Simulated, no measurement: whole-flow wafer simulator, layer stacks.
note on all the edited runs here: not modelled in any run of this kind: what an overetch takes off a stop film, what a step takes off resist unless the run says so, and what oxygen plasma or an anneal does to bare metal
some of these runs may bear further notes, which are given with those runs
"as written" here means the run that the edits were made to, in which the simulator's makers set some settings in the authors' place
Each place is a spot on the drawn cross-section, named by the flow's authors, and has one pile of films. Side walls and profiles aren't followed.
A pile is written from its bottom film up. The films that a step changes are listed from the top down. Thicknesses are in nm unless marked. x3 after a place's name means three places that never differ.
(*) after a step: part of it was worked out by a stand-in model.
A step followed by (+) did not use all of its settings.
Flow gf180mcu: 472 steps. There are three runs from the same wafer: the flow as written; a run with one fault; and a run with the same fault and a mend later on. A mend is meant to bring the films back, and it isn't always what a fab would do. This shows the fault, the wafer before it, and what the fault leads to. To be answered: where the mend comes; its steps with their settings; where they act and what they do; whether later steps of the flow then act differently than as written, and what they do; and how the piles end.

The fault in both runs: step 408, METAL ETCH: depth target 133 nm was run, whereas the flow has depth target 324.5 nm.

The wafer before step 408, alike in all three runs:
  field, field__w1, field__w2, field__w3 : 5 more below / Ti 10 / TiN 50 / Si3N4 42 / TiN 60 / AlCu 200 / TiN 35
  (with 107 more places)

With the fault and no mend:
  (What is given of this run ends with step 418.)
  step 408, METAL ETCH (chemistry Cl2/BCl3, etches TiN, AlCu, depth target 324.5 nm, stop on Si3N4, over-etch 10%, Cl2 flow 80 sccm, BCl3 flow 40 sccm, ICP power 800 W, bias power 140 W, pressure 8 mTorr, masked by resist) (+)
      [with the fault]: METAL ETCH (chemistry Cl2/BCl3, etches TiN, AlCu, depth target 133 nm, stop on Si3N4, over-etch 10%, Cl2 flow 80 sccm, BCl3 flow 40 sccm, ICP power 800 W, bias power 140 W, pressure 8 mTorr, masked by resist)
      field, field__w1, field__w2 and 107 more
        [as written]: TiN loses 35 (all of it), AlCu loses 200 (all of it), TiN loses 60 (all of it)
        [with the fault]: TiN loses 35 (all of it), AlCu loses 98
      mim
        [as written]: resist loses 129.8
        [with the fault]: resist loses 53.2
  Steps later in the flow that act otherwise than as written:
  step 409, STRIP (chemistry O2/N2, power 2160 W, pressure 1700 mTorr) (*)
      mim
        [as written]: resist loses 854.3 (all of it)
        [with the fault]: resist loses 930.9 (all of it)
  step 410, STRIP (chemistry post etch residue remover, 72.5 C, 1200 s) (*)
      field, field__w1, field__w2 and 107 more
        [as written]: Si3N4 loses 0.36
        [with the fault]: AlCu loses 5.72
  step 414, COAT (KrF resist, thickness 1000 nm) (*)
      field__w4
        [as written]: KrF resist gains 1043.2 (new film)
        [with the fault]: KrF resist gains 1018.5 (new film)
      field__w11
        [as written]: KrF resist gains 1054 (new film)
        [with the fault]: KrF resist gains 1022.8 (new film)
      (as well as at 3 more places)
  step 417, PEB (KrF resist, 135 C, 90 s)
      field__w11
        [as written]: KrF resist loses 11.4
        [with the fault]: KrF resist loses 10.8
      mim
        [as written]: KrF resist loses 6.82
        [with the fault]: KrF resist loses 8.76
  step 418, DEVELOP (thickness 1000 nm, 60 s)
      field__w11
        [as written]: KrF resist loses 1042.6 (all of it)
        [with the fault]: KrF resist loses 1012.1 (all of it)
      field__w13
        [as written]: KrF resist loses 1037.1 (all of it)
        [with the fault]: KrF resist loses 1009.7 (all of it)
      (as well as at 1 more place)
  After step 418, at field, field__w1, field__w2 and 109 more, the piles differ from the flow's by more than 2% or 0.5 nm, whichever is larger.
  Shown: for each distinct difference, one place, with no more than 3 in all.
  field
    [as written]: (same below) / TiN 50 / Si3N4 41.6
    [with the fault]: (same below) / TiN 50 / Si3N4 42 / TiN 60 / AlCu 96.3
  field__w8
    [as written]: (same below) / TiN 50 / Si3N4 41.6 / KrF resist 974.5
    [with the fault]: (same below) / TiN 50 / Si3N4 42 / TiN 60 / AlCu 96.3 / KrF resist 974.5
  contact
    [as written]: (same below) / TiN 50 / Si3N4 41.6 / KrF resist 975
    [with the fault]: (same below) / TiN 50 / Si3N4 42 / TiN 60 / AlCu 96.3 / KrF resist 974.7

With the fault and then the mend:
  The mend follows step 410.
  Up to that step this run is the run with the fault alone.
  step 410a, DEHYDRATE (200 C, 60 s) (the flow's step 401 again)
      leaves every film unchanged at each place that is followed
  step 410b, HMDS (120 C, 60 s) (the flow's step 402 again)
      leaves every film unchanged at each place that is followed
  step 410c, COAT (resist, thickness 1000 nm) (*) (the flow's step 403 again)
      field__w8, m1__w1, iso_ptap_pw and 39 more
        resist gains 1000 (new film)
      field_sub__w1, field_sub__w5, n_well and 7 more
        resist gains 1000.5 (new film)
      field_sub, field_sub__w2, field_sub__w3 and 6 more
        resist gains 1000.7 (new film)
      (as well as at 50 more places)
  step 410d, SOFTBAKE (resist) (the flow's step 404 again)
      field__w5, field__w9, ld_acc_n, nplus_u
        resist loses 0.1
      field__w2
        resist gains 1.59
      field__w3
        resist gains 1.67
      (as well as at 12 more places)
  step 410e, EXPOSE (photomask FuseTop) (the flow's step 405 again)
      leaves every film unchanged at each place that is followed
  step 410f, PEB (resist, 70.3 s) (the flow's step 406 again)
      field, field__w1, field__w2 and 100 more
        resist loses 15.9
      field__w7, field__w13, pplus_u, ppoly_u, npoly_sal, ppoly_sal
        resist loses 16
      field__w11
        resist loses 16.1
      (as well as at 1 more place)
  step 410g, DEVELOP (thickness 1000 nm, 60 s) (the flow's step 407 again)
      field__w8, m1__w1, iso_ptap_pw and 39 more
        resist loses 984.1 (all of it)
      field_sub__w1, field_sub__w5, n_well and 7 more
        resist loses 984.6 (all of it)
      field_sub, field_sub__w2, field_sub__w3 and 6 more
        resist loses 984.8 (all of it)
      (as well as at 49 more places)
  step 410h, METAL ETCH (chemistry Cl2/BCl3, etches TiN, AlCu, depth target 191.5 nm, stop on Si3N4, over-etch 10%, Cl2 flow 80 sccm, BCl3 flow 40 sccm, ICP power 800 W, bias power 140 W, pressure 8 mTorr, masked by resist) (+) (the flow's step 408 again, with other settings)
      field, field__w1, field__w2 and 107 more
        AlCu loses 96.3 (all of it), TiN loses 60 (all of it)
      mim
        resist loses 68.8
  step 410i, STRIP (chemistry O2/N2, power 2160 W, pressure 1700 mTorr) (*) (the flow's step 409 again)
      mim
        resist loses 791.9 (all of it)
  step 410j, STRIP (chemistry post etch residue remover, 72.5 C, 1200 s) (*) (the flow's step 410 again)
      field, field__w1, field__w2 and 107 more
        Si3N4 loses 0.36
      mim
        TiN loses 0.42
  Later steps of the flow that are run all act as written at every place that is followed, up to a difference of at most 2% or 0.5 nm, whichever is larger.
  When the end is reached, the piles differ only a little from the flow's at the places that both follow, at most by 2% or 0.5 nm, whichever is larger.
